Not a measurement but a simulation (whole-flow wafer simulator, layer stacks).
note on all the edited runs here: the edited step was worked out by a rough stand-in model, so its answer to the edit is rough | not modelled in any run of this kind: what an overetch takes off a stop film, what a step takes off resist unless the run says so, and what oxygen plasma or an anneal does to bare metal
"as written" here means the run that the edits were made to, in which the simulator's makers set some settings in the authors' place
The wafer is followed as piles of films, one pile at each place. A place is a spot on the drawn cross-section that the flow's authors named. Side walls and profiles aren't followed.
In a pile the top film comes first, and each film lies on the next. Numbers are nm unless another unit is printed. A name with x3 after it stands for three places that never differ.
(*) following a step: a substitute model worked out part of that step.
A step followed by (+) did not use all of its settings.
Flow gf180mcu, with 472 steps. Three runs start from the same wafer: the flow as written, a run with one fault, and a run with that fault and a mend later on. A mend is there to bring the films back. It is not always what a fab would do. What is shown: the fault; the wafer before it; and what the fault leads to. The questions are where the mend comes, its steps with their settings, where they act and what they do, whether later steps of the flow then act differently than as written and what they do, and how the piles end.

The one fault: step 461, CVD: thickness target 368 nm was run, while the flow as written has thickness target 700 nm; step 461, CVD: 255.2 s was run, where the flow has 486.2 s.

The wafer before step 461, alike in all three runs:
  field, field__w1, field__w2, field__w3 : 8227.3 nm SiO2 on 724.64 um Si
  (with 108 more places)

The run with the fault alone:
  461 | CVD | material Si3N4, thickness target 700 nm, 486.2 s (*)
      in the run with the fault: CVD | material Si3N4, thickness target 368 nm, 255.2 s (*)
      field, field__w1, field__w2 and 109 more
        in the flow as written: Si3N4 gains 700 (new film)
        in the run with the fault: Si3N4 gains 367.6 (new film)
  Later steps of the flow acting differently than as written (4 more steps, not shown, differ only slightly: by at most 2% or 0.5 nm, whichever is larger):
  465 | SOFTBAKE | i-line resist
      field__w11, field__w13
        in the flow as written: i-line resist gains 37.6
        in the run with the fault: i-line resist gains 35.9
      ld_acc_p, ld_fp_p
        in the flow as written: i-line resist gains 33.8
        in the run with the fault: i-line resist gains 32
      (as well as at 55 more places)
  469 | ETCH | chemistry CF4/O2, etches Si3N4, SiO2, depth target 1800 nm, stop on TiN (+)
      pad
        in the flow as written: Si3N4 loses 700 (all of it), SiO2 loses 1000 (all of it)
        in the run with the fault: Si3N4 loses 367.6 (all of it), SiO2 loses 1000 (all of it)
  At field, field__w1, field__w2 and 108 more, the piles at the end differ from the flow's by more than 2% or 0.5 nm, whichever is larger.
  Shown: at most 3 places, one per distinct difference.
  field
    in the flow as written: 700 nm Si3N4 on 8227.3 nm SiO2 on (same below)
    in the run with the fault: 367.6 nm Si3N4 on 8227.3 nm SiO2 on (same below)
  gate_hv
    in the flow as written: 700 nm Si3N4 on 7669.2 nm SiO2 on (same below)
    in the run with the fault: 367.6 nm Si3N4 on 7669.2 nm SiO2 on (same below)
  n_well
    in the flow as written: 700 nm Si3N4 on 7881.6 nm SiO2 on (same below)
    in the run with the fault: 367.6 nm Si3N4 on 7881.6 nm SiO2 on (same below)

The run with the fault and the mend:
  After step 461 comes the mend.
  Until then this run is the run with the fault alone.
  461a | CVD | material Si3N4, thickness target 332 nm, 230.6 s (*) (the flow's step 461 again, with other settings)
      field, field__w1, field__w2 and 109 more
        Si3N4 gains 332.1
  Later steps of the flow that are run all act as written at every place that is followed, up to a difference of at most 2% or 0.5 nm, whichever is larger.
  The piles end only slightly different from the flow's at the places that both follow, by no more than 2% or 0.5 nm, whichever is larger.
